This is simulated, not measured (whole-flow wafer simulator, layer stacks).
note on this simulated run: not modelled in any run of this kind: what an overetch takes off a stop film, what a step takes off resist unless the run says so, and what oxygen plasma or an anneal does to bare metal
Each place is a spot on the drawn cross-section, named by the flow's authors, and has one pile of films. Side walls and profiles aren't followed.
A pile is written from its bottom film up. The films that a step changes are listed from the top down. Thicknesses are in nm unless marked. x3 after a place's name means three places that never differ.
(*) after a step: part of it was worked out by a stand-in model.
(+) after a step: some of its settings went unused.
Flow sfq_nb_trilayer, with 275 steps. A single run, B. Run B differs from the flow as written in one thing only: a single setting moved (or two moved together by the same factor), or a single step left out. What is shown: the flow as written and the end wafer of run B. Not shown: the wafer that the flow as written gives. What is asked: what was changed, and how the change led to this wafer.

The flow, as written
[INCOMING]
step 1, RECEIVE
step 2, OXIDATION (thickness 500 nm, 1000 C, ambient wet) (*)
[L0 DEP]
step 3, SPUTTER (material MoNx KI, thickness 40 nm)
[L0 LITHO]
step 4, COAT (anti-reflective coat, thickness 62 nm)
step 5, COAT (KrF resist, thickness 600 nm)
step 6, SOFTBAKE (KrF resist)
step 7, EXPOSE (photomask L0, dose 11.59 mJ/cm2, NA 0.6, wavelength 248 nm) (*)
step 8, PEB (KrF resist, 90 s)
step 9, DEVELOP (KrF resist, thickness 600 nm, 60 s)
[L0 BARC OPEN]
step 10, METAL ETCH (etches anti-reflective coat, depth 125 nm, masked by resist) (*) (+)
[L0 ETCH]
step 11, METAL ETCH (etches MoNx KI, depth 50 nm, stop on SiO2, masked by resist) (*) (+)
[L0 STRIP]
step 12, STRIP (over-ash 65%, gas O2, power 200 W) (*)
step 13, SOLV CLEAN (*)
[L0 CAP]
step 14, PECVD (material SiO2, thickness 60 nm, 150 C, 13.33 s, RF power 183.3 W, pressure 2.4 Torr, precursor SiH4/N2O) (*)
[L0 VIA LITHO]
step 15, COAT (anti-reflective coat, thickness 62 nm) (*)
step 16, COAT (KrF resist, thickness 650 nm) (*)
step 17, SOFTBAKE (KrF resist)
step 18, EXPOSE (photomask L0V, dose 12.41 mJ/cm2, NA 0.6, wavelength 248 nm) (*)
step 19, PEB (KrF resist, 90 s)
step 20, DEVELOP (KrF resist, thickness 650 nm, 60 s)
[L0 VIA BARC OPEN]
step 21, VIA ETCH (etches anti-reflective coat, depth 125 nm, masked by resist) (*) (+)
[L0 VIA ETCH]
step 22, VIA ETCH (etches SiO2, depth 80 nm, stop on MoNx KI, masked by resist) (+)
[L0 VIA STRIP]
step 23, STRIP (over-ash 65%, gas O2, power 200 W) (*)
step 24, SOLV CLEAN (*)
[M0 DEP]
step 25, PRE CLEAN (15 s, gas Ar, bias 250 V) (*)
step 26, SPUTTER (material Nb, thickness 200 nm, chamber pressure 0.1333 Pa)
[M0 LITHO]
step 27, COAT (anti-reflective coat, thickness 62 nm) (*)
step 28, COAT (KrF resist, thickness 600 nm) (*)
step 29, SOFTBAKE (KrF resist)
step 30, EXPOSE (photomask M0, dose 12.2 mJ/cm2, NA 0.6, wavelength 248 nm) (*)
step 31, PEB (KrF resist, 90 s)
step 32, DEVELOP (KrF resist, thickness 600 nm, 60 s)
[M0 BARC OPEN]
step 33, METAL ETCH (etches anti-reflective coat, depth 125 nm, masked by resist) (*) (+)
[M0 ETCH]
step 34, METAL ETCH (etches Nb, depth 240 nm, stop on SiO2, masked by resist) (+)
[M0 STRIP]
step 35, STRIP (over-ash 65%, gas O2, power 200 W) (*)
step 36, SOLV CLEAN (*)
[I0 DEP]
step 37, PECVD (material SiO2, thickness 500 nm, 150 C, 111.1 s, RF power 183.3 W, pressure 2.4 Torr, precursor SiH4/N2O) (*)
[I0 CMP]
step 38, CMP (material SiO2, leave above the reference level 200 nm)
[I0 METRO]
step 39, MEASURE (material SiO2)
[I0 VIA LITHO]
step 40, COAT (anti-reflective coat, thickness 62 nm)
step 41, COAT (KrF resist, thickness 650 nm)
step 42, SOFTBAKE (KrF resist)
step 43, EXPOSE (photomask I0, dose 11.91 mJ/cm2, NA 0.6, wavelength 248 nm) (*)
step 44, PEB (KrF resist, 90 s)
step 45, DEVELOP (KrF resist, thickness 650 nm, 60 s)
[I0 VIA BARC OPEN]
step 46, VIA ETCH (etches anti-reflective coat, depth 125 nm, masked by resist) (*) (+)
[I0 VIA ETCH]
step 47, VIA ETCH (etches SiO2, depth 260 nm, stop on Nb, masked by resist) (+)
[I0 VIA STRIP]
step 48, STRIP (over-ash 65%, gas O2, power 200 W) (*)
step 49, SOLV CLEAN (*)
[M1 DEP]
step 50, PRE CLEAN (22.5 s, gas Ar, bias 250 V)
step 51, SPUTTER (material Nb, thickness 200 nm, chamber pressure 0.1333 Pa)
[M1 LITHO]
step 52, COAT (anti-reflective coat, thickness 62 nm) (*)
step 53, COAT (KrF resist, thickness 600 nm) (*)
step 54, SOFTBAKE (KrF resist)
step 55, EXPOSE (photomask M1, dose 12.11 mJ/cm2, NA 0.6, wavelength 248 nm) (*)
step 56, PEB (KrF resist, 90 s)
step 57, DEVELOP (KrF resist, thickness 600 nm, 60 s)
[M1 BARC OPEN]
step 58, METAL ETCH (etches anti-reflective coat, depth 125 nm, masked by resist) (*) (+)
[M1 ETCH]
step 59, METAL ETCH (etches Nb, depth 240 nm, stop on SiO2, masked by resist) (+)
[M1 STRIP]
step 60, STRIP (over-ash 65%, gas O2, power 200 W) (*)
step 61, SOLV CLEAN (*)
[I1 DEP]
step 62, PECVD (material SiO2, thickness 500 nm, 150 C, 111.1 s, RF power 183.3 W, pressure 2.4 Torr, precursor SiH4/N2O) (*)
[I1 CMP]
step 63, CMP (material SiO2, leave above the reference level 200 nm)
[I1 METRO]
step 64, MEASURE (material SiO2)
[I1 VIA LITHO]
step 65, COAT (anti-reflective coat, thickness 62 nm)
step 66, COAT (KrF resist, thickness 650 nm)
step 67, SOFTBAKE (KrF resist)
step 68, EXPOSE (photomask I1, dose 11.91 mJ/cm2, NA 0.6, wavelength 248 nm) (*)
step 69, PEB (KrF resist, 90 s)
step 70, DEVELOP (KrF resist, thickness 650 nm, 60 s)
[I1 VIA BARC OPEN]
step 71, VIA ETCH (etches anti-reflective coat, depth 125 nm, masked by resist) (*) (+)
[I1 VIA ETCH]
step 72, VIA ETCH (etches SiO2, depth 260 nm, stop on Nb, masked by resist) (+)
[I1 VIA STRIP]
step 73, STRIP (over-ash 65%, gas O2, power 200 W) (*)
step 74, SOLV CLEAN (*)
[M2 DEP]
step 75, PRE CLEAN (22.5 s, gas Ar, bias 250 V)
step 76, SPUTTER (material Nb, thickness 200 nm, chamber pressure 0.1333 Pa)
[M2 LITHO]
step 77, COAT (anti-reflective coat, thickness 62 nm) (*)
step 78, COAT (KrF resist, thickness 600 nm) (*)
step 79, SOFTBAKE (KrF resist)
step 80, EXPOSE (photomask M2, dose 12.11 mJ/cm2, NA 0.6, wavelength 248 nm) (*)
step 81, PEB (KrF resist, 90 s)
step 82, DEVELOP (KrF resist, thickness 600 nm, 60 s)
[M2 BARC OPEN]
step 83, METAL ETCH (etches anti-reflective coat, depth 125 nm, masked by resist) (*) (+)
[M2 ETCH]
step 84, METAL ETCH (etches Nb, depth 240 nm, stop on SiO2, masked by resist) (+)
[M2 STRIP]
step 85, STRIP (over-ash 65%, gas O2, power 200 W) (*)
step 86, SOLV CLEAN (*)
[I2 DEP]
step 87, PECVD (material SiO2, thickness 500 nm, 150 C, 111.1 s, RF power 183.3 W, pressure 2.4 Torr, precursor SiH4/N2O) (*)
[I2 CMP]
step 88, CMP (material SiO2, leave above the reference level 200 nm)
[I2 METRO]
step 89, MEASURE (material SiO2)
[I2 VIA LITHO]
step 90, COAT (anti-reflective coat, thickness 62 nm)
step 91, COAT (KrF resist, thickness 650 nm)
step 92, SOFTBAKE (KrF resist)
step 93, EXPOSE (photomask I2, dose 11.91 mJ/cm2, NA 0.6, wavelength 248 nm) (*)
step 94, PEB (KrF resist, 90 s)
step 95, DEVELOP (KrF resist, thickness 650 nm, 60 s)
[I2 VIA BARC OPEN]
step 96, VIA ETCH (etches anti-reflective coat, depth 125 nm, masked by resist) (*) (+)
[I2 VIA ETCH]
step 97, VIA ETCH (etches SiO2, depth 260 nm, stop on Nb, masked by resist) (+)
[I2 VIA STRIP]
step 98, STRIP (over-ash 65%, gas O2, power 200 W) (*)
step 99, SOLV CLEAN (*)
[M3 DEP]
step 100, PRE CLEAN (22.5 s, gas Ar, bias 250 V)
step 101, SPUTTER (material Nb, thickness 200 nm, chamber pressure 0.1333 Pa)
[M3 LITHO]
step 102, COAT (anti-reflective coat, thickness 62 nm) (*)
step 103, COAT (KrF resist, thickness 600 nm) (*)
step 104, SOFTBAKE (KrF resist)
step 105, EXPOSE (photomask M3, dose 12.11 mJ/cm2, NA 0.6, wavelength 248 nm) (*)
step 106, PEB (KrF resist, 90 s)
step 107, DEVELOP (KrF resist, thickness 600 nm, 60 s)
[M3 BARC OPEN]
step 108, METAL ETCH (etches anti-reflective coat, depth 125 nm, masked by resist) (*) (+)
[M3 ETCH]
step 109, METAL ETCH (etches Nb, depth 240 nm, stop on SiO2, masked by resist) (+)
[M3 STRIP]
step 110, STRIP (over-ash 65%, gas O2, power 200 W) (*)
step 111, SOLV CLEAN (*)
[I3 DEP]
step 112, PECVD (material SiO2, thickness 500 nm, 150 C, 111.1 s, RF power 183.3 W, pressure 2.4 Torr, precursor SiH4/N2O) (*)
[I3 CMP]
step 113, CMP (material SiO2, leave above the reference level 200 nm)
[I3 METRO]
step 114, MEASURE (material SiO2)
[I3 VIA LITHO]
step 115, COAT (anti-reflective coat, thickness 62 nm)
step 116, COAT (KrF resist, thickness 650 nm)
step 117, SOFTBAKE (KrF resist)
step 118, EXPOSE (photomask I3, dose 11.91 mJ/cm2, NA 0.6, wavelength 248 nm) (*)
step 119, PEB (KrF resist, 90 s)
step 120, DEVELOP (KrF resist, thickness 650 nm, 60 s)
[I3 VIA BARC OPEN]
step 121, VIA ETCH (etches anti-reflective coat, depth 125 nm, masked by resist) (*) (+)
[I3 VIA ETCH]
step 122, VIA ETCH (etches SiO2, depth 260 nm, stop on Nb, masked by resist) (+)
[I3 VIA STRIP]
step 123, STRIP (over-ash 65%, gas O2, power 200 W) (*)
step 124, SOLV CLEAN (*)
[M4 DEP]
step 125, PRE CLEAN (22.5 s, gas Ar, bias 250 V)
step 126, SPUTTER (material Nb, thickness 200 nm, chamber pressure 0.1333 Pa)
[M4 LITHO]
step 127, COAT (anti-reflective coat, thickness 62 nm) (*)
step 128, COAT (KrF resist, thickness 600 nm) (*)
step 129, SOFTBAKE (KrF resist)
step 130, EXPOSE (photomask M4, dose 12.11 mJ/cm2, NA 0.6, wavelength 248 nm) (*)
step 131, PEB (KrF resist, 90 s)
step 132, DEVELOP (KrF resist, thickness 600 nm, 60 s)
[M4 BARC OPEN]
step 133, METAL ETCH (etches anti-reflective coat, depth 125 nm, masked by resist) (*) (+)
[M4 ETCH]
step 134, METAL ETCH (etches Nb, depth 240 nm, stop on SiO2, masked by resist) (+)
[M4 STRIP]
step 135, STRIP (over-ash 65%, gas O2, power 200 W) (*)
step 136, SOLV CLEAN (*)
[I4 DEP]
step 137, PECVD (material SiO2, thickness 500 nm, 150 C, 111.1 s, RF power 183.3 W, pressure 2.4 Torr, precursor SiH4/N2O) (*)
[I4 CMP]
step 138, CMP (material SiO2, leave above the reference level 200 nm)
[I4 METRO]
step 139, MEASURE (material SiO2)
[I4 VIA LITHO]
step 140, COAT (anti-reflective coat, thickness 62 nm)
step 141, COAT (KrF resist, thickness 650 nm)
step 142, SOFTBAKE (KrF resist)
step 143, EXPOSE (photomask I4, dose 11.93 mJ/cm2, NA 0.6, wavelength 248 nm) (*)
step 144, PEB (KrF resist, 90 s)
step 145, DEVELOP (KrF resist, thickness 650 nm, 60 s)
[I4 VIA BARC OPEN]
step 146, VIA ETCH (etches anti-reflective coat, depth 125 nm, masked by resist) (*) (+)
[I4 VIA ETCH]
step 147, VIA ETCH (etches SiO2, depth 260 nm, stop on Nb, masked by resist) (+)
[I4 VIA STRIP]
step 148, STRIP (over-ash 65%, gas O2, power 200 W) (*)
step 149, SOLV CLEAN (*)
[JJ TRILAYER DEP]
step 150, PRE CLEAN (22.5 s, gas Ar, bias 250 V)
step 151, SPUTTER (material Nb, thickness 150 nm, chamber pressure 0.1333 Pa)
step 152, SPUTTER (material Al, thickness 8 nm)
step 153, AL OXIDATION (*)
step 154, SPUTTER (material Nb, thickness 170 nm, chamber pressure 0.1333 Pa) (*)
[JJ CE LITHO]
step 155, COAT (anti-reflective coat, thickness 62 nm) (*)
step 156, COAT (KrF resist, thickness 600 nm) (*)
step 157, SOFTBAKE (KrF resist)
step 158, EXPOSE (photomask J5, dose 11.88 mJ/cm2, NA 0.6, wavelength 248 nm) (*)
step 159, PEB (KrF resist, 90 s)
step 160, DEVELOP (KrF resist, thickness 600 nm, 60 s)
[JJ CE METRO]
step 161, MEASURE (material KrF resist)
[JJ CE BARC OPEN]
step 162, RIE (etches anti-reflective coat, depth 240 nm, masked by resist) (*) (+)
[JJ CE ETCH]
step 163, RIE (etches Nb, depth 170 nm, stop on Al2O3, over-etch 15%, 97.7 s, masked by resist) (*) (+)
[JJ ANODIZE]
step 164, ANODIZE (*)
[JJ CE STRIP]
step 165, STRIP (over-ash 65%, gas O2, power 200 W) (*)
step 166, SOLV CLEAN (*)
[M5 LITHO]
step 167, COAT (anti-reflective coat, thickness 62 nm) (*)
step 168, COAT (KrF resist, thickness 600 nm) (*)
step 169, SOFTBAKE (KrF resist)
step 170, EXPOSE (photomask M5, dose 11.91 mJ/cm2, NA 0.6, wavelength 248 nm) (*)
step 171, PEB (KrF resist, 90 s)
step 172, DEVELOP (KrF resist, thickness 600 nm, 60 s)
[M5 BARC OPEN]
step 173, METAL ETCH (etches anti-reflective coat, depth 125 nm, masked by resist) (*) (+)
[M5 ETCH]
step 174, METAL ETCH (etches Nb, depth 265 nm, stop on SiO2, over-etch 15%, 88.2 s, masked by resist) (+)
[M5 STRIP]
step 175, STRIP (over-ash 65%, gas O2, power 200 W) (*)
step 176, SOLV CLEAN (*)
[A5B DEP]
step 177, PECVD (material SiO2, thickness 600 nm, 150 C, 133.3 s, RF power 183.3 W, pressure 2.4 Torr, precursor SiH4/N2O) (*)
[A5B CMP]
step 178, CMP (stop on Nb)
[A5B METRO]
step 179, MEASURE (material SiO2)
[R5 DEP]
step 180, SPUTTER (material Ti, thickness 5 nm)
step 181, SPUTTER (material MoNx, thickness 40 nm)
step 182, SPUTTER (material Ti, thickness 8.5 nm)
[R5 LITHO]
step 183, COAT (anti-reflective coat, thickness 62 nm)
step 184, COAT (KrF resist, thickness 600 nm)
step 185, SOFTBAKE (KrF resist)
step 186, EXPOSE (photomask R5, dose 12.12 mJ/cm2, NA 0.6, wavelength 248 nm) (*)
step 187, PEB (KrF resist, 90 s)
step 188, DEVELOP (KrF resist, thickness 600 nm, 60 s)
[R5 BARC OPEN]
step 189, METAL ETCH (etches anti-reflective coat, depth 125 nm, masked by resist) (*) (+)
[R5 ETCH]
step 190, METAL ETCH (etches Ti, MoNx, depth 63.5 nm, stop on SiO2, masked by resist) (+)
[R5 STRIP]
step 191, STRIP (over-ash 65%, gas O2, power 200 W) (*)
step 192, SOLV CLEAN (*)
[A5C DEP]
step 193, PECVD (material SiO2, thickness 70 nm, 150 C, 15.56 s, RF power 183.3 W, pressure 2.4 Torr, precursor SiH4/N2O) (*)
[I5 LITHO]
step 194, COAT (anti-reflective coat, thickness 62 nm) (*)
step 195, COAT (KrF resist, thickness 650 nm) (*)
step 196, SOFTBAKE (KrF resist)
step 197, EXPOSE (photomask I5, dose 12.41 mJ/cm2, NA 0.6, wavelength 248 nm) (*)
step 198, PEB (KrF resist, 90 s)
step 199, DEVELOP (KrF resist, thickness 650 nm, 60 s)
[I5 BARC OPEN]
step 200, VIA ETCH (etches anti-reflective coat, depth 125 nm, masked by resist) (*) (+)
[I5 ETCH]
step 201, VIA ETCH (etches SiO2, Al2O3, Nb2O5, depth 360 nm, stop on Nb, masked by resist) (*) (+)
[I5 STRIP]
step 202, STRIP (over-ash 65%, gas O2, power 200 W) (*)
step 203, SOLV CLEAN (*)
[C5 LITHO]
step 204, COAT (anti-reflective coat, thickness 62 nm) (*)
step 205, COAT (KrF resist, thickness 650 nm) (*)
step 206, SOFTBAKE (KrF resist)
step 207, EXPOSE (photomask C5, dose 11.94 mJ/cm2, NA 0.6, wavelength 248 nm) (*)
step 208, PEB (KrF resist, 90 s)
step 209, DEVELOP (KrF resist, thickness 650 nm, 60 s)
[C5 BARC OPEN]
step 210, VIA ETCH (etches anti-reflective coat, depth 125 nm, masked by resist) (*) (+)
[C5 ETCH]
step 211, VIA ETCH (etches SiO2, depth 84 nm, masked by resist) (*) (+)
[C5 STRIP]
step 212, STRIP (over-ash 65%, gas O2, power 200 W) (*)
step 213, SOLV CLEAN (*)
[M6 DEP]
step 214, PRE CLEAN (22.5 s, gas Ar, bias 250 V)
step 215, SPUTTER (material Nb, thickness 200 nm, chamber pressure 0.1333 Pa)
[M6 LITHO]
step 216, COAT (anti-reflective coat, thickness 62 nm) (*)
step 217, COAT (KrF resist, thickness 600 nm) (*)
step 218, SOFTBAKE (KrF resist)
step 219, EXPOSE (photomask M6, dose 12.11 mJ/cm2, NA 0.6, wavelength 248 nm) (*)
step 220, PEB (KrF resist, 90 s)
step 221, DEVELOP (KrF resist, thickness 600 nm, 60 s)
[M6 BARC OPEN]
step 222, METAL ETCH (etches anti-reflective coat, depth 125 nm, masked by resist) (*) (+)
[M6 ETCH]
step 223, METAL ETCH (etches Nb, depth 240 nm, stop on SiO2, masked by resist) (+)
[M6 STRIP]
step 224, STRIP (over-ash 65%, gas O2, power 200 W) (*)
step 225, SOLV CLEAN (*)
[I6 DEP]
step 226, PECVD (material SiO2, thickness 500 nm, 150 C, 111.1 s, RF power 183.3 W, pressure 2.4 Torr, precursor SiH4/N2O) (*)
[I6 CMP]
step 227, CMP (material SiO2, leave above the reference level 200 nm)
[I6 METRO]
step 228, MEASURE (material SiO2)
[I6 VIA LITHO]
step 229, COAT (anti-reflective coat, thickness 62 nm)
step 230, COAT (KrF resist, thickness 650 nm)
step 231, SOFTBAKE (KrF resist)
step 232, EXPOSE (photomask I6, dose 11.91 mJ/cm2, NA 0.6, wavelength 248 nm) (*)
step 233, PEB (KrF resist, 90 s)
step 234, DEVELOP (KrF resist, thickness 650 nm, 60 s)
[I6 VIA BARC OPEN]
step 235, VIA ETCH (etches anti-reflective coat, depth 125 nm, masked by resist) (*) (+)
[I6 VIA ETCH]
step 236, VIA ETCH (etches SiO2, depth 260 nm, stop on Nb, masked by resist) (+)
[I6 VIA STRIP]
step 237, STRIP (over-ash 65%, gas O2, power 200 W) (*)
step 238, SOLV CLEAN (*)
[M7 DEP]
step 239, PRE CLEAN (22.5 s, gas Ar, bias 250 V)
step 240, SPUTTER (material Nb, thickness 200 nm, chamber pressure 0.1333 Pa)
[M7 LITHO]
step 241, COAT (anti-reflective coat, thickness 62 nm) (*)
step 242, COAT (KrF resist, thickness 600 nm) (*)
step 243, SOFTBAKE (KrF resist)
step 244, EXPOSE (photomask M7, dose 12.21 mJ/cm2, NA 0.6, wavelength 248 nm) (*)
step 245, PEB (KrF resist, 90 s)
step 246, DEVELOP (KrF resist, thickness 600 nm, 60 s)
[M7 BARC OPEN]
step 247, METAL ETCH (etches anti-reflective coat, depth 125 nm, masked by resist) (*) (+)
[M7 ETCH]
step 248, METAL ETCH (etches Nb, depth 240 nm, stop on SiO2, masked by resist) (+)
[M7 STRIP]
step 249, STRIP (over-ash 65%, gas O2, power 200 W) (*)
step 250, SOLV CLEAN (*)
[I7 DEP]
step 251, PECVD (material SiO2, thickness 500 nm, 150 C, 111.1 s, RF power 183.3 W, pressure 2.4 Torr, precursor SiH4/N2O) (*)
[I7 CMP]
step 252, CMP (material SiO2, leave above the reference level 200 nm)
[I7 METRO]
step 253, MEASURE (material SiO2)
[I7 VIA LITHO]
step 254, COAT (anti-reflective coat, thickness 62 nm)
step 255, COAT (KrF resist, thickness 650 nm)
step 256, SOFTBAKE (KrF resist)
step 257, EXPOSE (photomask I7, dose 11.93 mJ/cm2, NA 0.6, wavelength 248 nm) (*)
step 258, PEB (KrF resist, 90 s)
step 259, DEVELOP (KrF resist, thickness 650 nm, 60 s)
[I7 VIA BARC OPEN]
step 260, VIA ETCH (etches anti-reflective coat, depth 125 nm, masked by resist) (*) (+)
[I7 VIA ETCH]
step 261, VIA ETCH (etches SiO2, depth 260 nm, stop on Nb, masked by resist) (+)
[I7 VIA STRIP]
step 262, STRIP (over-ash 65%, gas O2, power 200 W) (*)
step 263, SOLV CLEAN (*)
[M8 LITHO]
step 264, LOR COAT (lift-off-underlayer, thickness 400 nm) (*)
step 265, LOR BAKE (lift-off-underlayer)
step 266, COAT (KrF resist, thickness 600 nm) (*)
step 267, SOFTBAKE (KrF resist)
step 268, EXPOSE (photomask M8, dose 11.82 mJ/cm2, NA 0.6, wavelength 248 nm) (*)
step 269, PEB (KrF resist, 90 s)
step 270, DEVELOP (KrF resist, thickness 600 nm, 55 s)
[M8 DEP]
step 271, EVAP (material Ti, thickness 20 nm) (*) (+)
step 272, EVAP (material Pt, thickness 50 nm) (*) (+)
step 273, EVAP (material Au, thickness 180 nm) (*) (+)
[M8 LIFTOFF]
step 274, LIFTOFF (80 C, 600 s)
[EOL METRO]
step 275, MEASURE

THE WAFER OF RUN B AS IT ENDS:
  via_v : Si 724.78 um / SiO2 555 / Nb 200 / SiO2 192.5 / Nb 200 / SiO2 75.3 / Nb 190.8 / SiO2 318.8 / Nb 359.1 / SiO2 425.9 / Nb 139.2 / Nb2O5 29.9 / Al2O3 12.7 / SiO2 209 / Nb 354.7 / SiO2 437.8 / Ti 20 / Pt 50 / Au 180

What caused this: step 72, VIA ETCH: depth 117 nm was run, whereas the flow has depth 260 nm.

The path from the change to this, step by step:
  step 72, VIA ETCH (etches SiO2, depth 260 nm, stop on Nb, masked by resist) (+)
      via_v: -117 SiO2 (in the flow as written it would be: -199.8 SiO2 (all of it))
      field_l, v_sur, via_wl and 102 more: -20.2 KrF resist (in the flow as written it would be: -44.8 KrF resist)
  step 73, STRIP (over-ash 65%, gas O2, power 200 W) (*)
      field_l, v_sur, via_wl and 102 more: -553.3 KrF resist (all of it), -62 anti-reflective coat (all of it) (in the flow as written it would be: -528.6 KrF resist (all of it), -62 anti-reflective coat (all of it))
  step 75, PRE CLEAN (22.5 s, gas Ar, bias 250 V)
      via_v: -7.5 SiO2 (in the flow as written it would be: -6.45 Nb)
  step 76, SPUTTER (material Nb, thickness 200 nm, chamber pressure 0.1333 Pa)
      via_v: +190.8 Nb (new film) (in the flow as written it would be: +174.5 Nb)
  step 77, COAT (anti-reflective coat, thickness 62 nm) (*)
      via_sp: +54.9 anti-reflective coat (new film) (in the flow as written it would be: +53.2 anti-reflective coat (new film))
      via_v: +104.7 anti-reflective coat (new film) (in the flow as written it would be: +123.1 anti-reflective coat (new film))
      (also at 1 further place)
  step 78, COAT (KrF resist, thickness 600 nm) (*)
      via_v: +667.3 KrF resist (new film) (in the flow as written it would be: +733.7 KrF resist (new film))
  step 85, STRIP (over-ash 65%, gas O2, power 200 W) (*)
      via_sp: -379.8 KrF resist (all of it), -54.9 anti-reflective coat (all of it) (in the flow as written it would be: -374.4 KrF resist (all of it), -53.2 anti-reflective coat (all of it))
      via_v: -449.5 KrF resist (all of it), -104.7 anti-reflective coat (all of it) (in the flow as written it would be: -515.8 KrF resist (all of it), -123.1 anti-reflective coat (all of it))
      (also at 1 further place)
  step 87, PECVD (material SiO2, thickness 500 nm, 150 C, 111.1 s, RF power 183.3 W, pressure 2.4 Torr, precursor SiH4/N2O) (*)
      via_v: +500 SiO2 (new film) (in the flow as written it would be: +606 SiO2 (new film))
  step 88, CMP (material SiO2, leave above the reference level 200 nm)
      via_v: -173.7 SiO2 (in the flow as written it would be: -181.6 SiO2)
Taking metal films that touch as one body, via_v has 7 bodies (between them, from the top down: SiO2 437.8; SiO2 209 / Al2O3 12.7 / Nb2O5 29.9; SiO2 425.9; SiO2 318.8; SiO2 75.3; SiO2 192.5); the flow as written gives 6 bodies (between them, from the top down: SiO2 437.8; SiO2 209 / Al2O3 12.7 / Nb2O5 29.9; SiO2 425.9; SiO2 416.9; SiO2 192.5).
